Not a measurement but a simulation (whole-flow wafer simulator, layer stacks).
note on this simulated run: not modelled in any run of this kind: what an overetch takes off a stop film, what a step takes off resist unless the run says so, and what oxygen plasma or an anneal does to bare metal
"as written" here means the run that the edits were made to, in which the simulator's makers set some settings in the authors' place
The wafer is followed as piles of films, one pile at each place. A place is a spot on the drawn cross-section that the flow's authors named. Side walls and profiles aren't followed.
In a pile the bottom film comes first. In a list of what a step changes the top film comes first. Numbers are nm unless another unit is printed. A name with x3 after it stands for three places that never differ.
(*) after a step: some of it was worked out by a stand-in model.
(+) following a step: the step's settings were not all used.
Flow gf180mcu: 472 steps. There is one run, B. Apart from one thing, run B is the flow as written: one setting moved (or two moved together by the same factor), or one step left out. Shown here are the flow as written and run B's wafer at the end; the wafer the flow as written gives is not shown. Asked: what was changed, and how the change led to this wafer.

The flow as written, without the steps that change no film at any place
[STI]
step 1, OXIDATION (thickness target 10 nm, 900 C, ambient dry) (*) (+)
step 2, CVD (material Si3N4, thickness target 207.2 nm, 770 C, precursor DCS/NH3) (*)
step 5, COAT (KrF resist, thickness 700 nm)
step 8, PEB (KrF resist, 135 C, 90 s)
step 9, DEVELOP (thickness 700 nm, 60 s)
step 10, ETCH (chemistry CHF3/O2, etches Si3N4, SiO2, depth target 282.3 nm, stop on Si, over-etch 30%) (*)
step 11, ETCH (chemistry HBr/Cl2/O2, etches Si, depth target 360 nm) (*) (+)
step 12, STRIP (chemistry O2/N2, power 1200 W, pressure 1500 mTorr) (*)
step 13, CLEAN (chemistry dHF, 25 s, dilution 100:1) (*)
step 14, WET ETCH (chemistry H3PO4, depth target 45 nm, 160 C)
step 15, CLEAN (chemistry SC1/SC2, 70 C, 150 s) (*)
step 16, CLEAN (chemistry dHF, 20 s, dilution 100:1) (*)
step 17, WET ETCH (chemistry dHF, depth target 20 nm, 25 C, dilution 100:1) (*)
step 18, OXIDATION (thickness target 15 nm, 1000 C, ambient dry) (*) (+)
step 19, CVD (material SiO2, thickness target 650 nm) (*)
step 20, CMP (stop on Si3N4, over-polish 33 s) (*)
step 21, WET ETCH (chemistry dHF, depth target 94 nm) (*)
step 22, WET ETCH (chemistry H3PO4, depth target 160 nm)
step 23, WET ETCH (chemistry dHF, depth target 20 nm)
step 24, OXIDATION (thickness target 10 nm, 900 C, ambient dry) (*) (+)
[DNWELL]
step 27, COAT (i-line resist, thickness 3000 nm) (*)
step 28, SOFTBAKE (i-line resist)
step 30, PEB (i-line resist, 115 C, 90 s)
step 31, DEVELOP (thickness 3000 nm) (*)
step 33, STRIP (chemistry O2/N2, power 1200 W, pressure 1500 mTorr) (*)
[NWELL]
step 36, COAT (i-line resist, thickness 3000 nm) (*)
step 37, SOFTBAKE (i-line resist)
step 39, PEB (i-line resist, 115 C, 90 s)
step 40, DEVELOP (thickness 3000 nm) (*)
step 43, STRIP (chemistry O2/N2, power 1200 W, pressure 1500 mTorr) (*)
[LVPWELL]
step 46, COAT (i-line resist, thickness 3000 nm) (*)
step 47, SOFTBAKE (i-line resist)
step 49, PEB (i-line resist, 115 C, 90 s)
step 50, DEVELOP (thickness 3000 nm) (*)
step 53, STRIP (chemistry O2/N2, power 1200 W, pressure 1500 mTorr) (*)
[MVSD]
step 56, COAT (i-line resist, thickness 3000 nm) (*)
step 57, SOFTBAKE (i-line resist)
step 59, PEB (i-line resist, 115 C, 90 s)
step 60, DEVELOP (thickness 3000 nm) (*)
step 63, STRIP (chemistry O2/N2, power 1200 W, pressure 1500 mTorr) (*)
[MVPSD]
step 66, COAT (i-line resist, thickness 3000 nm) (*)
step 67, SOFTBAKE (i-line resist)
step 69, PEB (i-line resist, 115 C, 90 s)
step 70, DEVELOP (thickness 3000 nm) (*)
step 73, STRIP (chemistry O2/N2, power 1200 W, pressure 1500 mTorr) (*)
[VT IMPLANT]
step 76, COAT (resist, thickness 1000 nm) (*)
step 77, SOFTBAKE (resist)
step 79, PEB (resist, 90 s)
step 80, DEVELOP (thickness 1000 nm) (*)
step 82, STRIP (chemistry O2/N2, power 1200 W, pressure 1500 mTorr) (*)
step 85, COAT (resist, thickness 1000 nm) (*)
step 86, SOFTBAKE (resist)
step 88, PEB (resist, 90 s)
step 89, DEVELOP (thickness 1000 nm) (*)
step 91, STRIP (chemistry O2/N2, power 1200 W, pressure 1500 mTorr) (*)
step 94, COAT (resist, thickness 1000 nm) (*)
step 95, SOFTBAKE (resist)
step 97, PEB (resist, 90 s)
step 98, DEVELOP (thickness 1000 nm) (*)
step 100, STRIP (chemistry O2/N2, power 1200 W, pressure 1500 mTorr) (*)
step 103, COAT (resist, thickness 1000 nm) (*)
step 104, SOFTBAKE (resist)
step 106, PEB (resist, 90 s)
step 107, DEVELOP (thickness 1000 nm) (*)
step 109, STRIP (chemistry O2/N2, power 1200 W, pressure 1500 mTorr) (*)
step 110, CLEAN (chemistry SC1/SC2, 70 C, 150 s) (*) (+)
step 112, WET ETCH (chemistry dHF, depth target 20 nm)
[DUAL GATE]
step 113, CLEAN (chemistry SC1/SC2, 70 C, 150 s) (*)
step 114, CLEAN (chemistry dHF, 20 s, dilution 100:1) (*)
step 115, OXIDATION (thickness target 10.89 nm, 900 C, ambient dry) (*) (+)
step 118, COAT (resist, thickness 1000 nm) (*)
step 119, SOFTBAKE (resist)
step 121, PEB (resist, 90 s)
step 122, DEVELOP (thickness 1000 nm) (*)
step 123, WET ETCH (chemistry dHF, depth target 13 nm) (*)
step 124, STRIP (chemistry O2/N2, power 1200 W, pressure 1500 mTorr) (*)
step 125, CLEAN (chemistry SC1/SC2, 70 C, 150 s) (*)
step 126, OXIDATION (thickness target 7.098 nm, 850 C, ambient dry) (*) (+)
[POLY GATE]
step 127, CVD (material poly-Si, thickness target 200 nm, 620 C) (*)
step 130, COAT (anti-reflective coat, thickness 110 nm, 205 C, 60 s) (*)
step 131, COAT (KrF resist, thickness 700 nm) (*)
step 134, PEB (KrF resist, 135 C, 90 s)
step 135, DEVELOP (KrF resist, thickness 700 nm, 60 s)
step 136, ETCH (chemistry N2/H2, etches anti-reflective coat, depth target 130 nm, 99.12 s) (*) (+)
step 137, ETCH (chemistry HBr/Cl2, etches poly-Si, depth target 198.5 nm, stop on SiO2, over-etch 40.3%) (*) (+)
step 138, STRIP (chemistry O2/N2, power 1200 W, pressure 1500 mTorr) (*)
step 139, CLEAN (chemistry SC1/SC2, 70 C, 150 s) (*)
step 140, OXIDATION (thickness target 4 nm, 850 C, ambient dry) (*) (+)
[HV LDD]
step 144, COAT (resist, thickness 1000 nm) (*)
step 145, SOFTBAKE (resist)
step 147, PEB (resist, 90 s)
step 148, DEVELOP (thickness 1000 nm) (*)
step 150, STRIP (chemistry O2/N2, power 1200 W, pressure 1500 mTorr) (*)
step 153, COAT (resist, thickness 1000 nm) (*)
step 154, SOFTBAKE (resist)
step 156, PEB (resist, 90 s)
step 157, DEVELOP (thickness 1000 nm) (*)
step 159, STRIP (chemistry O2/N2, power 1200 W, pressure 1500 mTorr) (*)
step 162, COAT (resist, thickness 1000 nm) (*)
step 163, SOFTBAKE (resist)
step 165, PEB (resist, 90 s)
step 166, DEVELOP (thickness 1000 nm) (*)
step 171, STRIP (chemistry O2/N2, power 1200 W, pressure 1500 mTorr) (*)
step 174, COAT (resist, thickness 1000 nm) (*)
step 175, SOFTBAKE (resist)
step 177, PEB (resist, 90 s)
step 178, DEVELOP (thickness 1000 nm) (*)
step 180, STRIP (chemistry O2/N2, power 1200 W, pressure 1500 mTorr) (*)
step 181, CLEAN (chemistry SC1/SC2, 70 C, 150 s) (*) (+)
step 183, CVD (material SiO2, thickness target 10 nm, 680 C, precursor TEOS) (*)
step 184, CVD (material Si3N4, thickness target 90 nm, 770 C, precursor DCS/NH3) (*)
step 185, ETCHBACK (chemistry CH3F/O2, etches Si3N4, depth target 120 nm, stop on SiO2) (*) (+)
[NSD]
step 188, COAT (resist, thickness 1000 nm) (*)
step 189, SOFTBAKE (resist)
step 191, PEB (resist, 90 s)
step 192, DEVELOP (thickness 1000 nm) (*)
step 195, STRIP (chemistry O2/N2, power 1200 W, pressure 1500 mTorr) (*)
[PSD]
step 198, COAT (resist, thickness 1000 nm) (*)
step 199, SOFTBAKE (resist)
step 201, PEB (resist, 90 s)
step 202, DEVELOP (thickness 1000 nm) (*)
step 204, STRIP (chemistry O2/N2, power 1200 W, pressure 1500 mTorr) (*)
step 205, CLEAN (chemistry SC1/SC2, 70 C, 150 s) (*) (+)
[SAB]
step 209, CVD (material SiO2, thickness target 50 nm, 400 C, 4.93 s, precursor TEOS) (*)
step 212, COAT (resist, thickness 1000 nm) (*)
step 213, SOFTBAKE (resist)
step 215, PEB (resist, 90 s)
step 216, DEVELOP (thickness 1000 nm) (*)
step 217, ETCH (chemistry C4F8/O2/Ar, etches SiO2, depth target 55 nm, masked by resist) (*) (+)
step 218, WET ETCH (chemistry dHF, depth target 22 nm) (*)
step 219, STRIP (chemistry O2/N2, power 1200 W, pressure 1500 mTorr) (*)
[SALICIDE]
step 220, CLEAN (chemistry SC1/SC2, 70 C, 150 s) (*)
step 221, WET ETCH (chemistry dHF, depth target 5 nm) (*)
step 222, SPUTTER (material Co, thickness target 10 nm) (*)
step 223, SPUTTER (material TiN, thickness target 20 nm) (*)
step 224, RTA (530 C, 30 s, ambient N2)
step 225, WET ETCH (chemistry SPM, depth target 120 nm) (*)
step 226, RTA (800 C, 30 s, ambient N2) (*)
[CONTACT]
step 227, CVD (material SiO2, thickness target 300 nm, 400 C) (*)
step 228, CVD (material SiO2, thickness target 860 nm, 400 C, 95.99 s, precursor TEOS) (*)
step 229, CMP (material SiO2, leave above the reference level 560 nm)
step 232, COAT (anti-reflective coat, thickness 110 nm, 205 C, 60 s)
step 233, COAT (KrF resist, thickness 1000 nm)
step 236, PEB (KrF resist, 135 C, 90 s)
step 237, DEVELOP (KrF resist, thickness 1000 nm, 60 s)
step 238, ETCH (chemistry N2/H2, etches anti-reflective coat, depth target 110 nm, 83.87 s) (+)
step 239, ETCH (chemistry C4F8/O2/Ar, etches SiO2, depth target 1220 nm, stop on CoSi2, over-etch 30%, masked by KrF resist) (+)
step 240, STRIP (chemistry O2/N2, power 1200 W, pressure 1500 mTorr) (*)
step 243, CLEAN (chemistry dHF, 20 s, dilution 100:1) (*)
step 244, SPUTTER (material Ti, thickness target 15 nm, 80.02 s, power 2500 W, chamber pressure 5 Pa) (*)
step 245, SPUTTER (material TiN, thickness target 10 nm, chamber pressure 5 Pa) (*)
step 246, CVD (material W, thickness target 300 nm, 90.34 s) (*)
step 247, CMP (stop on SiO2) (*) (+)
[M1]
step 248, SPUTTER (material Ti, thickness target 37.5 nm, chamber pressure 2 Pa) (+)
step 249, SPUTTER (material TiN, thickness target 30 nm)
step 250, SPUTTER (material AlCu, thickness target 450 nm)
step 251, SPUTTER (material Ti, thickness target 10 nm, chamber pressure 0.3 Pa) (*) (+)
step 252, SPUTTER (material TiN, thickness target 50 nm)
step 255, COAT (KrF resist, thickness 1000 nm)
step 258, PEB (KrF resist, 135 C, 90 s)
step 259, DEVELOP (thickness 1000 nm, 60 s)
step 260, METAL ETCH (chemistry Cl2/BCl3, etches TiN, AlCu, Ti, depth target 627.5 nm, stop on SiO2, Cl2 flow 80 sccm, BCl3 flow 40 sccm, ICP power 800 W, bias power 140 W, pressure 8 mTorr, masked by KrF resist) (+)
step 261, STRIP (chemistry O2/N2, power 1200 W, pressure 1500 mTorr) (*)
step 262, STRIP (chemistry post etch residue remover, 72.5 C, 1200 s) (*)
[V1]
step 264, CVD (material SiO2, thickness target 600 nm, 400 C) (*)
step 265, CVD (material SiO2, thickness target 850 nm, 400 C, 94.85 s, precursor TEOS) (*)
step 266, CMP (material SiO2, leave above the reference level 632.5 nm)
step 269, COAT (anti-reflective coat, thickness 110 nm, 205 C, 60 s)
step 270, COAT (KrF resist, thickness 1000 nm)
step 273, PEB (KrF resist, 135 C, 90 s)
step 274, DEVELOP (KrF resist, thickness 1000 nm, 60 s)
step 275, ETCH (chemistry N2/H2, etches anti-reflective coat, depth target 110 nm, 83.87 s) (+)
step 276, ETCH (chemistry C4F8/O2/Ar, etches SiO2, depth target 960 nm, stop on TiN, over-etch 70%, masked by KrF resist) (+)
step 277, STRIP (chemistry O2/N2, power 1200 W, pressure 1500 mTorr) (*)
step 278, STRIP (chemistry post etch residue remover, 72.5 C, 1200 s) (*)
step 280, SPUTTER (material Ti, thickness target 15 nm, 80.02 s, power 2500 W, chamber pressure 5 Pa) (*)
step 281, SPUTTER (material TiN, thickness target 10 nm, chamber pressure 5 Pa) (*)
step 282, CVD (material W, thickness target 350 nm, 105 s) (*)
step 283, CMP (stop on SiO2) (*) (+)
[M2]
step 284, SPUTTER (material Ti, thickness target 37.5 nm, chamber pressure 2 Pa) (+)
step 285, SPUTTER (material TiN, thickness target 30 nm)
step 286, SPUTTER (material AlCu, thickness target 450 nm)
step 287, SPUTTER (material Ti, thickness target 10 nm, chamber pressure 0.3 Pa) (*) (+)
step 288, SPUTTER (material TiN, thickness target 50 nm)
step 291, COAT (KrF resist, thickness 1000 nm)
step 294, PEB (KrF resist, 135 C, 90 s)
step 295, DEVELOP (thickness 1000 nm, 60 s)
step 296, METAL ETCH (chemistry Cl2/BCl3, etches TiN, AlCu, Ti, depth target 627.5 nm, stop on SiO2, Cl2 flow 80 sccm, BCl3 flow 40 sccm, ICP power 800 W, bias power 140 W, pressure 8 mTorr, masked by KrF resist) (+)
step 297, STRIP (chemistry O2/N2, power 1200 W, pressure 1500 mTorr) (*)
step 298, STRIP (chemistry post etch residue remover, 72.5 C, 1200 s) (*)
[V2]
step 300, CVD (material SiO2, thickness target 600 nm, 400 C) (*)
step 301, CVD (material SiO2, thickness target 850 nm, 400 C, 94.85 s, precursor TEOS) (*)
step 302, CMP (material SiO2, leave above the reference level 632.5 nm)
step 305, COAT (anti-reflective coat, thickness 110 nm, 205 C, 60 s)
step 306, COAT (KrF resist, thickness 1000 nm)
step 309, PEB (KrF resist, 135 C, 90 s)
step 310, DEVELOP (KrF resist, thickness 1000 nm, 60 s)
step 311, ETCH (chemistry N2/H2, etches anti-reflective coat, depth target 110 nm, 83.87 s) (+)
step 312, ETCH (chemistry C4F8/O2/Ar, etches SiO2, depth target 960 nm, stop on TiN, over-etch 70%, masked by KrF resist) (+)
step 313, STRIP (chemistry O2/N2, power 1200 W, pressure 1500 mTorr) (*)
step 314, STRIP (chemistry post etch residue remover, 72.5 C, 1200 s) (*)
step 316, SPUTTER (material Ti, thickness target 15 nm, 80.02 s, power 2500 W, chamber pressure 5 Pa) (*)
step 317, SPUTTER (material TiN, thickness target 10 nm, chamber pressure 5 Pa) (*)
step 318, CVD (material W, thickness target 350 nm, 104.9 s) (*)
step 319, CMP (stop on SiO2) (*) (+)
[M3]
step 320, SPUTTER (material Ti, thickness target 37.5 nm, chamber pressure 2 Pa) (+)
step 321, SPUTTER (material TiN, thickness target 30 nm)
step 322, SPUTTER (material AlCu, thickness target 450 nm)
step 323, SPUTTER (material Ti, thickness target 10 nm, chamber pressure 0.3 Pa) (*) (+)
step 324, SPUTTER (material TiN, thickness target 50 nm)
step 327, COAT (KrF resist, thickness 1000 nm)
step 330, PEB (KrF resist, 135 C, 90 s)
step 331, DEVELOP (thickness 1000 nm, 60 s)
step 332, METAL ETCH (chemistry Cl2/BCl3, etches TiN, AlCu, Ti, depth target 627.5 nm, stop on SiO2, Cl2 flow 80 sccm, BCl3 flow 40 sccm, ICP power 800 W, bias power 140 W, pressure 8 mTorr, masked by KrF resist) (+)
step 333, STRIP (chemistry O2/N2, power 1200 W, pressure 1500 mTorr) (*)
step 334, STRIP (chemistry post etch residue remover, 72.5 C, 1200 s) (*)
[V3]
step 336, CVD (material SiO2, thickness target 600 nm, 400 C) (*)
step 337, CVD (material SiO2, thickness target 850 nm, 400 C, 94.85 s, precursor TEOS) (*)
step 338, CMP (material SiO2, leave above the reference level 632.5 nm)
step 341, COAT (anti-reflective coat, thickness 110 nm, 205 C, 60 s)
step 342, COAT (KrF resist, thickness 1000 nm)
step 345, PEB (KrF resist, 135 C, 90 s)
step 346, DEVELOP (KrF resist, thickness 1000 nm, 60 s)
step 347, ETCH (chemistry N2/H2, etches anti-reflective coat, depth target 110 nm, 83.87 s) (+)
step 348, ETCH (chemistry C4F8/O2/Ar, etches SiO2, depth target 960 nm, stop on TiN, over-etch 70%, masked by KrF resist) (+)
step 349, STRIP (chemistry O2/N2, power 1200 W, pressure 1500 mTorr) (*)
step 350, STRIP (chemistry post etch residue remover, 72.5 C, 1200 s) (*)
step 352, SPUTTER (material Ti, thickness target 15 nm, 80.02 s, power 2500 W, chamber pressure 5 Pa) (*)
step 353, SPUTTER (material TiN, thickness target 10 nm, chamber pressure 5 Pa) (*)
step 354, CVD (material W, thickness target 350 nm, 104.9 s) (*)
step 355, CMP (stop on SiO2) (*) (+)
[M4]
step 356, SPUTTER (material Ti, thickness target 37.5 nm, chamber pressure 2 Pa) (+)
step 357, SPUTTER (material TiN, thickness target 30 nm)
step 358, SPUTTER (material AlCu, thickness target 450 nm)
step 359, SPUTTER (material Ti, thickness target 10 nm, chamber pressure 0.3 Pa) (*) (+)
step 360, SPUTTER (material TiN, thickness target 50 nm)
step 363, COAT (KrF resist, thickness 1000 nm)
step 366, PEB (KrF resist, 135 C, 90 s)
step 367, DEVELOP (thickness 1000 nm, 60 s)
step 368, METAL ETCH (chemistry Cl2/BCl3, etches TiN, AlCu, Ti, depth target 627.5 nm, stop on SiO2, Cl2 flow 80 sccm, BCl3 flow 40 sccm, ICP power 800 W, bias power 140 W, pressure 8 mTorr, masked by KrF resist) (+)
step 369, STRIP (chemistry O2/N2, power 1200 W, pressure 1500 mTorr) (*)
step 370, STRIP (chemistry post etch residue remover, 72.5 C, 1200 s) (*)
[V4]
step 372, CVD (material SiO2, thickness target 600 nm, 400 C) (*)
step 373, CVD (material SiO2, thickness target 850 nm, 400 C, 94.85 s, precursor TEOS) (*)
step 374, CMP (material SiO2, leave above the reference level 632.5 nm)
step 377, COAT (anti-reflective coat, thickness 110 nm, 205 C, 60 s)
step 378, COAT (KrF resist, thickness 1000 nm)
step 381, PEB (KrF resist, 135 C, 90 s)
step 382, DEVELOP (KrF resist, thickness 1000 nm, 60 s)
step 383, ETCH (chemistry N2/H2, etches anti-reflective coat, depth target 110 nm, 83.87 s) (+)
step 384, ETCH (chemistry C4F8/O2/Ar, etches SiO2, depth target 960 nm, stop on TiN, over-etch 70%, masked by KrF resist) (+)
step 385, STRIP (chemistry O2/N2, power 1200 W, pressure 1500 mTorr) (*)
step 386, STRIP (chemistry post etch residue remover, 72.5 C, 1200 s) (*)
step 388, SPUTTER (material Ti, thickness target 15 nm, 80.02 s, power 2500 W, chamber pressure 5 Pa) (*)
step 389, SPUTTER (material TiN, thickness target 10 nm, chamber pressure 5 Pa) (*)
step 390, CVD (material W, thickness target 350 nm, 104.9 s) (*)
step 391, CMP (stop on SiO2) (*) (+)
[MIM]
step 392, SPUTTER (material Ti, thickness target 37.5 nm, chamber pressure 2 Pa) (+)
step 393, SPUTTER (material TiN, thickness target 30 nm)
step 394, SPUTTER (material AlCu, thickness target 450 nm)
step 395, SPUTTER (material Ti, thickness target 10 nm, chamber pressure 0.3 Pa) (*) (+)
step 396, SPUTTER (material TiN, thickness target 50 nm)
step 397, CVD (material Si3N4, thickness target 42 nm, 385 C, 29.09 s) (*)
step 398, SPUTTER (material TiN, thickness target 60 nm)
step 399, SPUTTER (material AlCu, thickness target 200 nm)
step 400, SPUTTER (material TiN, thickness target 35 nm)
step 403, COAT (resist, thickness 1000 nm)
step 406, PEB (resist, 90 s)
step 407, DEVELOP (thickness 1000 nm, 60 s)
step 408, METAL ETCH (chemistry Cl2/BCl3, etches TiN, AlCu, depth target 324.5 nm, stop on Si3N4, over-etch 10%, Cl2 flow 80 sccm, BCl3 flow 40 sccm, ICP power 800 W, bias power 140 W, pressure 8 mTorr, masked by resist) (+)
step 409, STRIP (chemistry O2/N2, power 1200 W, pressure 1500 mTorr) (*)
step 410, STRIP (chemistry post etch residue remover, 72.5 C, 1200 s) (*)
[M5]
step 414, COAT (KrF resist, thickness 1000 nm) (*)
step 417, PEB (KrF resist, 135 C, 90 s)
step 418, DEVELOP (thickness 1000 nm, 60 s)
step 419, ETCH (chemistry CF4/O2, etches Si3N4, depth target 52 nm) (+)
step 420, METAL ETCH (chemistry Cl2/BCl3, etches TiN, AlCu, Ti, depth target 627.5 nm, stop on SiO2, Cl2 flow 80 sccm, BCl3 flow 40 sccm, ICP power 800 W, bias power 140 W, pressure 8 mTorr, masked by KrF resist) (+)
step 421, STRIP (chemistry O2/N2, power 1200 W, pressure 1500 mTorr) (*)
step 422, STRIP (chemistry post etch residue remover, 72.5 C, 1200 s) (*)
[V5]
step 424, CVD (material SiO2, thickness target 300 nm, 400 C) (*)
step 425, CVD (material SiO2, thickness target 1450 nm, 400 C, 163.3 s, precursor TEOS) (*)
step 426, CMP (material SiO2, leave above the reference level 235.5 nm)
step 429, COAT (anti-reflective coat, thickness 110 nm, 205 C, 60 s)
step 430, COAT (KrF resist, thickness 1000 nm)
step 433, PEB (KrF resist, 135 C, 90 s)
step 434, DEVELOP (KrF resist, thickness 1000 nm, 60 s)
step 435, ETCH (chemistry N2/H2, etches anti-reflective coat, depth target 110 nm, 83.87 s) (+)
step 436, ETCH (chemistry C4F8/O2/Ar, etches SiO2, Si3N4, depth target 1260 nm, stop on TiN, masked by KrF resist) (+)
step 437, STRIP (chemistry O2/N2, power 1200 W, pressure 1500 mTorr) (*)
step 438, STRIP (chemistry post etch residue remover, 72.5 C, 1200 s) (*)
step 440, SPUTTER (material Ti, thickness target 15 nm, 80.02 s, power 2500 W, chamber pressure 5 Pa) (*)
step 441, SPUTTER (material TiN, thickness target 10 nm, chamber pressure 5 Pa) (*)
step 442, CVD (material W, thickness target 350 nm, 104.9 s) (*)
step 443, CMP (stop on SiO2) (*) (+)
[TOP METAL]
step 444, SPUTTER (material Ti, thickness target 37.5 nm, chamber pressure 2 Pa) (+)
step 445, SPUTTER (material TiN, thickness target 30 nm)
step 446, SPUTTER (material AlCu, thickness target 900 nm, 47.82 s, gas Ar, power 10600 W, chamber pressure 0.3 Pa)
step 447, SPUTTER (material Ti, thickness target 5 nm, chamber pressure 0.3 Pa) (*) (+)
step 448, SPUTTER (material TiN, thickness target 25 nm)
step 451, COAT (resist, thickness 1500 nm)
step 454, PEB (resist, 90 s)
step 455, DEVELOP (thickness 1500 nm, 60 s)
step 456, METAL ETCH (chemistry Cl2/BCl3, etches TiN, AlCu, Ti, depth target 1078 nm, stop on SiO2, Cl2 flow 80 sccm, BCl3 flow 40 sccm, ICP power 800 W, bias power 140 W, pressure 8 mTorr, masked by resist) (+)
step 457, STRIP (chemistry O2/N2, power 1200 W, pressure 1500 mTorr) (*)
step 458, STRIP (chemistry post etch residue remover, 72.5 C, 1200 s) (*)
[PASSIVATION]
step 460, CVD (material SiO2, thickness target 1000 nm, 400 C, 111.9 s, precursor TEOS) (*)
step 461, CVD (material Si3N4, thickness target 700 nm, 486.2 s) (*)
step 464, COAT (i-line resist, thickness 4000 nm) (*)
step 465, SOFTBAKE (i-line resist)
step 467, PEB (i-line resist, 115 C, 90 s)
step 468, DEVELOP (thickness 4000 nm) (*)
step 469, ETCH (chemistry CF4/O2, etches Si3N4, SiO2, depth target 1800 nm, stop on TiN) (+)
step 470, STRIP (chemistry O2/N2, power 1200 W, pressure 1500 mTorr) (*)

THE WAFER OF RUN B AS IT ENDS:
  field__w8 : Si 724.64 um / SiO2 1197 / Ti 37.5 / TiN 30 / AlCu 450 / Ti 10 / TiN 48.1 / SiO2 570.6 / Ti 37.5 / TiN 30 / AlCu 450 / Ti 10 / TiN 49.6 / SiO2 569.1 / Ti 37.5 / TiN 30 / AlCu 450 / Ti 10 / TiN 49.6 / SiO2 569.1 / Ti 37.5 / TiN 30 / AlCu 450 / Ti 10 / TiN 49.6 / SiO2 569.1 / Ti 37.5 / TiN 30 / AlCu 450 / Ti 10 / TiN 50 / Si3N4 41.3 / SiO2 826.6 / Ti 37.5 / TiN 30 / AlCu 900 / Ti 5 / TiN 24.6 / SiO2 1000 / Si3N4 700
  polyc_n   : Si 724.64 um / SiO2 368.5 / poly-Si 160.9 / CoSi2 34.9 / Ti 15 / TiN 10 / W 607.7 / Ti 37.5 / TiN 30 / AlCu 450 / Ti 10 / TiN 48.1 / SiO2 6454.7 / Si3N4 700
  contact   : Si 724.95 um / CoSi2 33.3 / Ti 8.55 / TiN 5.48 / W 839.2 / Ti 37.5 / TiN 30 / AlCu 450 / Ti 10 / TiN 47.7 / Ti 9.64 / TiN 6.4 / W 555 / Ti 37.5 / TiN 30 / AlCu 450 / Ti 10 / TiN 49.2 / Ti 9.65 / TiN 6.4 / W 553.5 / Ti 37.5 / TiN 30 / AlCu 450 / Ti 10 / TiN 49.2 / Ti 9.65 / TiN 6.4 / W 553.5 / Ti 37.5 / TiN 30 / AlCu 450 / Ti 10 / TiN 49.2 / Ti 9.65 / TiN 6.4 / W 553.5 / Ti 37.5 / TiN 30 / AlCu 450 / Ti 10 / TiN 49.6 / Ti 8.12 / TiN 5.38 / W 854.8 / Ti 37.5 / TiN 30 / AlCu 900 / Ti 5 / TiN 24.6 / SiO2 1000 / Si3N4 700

Cause: step 252, SPUTTER: thickness target 48.5 nm was run, while the flow as written has thickness target 50 nm.

Step by step, how the change led to this:
  step 252, SPUTTER (material TiN, thickness target 50 nm)
      field, field__w1, field__w2 and 108 more: TiN gains 48.5 (new film) (as written it would have been: TiN gains 50 (new film))
  step 260, METAL ETCH (chemistry Cl2/BCl3, etches TiN, AlCu, Ti, depth target 627.5 nm, stop on SiO2, Cl2 flow 80 sccm, BCl3 flow 40 sccm, ICP power 800 W, bias power 140 W, pressure 8 mTorr, masked by KrF resist) (+)
      field, field__w1, field__w2 and 99 more: TiN loses 48.5 (all of it), Ti loses 10 (all of it), AlCu loses 450 (all of it), TiN loses 30 (all of it), Ti loses 37.5 (all of it) (as written it would have been: TiN loses 50 (all of it), Ti loses 10 (all of it), AlCu loses 450 (all of it), TiN loses 30 (all of it), Ti loses 37.5 (all of it))
